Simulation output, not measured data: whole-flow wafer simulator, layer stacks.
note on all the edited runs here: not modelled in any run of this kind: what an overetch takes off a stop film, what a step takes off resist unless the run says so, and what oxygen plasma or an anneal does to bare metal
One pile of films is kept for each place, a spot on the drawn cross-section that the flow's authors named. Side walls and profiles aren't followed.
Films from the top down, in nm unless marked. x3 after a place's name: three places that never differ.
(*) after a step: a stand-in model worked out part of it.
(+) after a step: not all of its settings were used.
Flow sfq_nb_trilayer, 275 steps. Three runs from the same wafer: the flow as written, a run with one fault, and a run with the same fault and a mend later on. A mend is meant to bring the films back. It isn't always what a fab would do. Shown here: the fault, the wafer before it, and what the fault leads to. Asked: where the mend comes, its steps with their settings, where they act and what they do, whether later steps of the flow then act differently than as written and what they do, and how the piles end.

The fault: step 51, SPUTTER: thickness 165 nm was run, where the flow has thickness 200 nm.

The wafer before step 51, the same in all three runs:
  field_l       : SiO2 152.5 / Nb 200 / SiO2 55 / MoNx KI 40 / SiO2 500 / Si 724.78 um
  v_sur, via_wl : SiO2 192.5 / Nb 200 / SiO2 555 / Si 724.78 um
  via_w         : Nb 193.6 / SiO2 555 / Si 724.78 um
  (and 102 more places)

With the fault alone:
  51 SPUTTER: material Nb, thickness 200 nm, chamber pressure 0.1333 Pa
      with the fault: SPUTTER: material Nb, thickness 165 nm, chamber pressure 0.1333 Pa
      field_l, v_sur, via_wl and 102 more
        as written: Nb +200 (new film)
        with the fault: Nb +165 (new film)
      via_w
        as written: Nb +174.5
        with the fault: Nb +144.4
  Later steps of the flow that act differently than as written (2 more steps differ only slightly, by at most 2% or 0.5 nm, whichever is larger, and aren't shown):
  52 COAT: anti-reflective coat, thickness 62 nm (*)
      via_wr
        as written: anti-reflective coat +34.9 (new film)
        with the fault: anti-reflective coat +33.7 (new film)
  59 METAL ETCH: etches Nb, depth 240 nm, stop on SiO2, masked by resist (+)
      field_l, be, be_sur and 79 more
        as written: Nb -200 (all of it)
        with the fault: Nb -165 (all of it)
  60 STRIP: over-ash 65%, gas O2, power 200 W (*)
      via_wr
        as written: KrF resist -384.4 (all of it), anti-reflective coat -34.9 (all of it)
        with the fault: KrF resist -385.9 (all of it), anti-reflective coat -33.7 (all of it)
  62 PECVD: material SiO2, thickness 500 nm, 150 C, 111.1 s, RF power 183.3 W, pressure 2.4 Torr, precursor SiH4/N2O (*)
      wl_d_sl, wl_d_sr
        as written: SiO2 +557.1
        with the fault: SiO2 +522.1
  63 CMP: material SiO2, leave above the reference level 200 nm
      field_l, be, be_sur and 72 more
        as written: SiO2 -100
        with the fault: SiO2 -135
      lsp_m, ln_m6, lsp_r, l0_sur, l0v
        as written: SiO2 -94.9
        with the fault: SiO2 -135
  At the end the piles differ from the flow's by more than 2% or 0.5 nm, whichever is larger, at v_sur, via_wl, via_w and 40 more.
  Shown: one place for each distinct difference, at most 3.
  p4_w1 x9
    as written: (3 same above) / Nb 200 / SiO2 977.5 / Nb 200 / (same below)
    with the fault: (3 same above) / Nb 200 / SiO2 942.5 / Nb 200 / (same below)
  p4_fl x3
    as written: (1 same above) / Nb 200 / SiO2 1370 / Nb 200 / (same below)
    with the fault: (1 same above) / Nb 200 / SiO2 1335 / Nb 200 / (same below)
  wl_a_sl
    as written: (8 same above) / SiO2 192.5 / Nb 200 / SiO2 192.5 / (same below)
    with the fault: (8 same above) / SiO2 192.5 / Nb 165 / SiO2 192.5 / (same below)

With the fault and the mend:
  The mend comes after step 57.
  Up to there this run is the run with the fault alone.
  57a STRIP: over-ash 65%, gas O2, power 200 W (*)
      p4_fl x3, p4_w1 x9, p4_g1 x2 and 47 more
        anti-reflective coat -62 (all of it)
      wl_j_sl, wl_jj, wl_j_sr and 13 more
        KrF resist -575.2 (all of it), anti-reflective coat -62 (all of it)
      r_sur, res, r_end and 8 more
        anti-reflective coat -61.8 (all of it)
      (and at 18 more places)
  57b SPUTTER: material Nb, thickness 35 nm, chamber pressure 0.1333 Pa (the flow's step 51 once more, with other settings)
      field_l, v_sur, via_wl and 102 more
        Nb +35
      via_w
        Nb +27.1
  57c COAT: anti-reflective coat, thickness 62 nm (*) (the flow's step 52 once more)
      p4_fl x3, p4_w1 x9, p4_g1 x2 and 63 more
        anti-reflective coat +62 (new film)
      r_sur, res, r_end and 9 more
        anti-reflective coat +61.8 (new film)
      jj_sur, ce_l, c5j, ce_r, sp_r, be_r
        anti-reflective coat +61.7 (new film)
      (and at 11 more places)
  57d COAT: KrF resist, thickness 600 nm (*) (the flow's step 53 once more)
      p4_fl x3, p4_w1 x9, p4_g1 x2 and 63 more
        KrF resist +600 (new film)
      res, r_end, moat, field_r, l0_sur
        KrF resist +599.4 (new film)
      lsp_l, ln_m5, lsp_m, ln_m6, lsp_r
        KrF resist +599.5 (new film)
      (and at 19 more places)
  57e SOFTBAKE: KrF resist (the flow's step 54 once more)
      changes no film at any place that is followed
  57f EXPOSE: photomask M1, dose 12.11 mJ/cm2, NA 0.6, wavelength 248 nm (*) (the flow's step 55 once more)
      changes no film at any place that is followed
  57g PEB: KrF resist, 90 s (the flow's step 56 once more)
      wire, be, be_sur and 96 more
        KrF resist -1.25
      field_l, via_v
        KrF resist -1.24
      via_wl, via_wr
        KrF resist -1.26
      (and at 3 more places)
  57h DEVELOP: KrF resist, thickness 600 nm, 60 s (the flow's step 57 once more)
      p4_fl x3, p4_w1 x9, p4_g1 x2 and 47 more
        KrF resist -598.7 (all of it)
      v_sur, via_wl, via_w and 21 more
        KrF resist -23.5
      moat, field_r, lsp_l, lsp_m, ln_m6, lsp_r, l0_sur
        KrF resist -598.2 (all of it)
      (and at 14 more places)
  No later step of the flow acts differently than as written, at any place that is followed, by more than 2% or 0.5 nm, whichever is larger.
  At the end the piles differ from the flow's only slightly at the places that both follow, by at most 2% or 0.5 nm, whichever is larger.
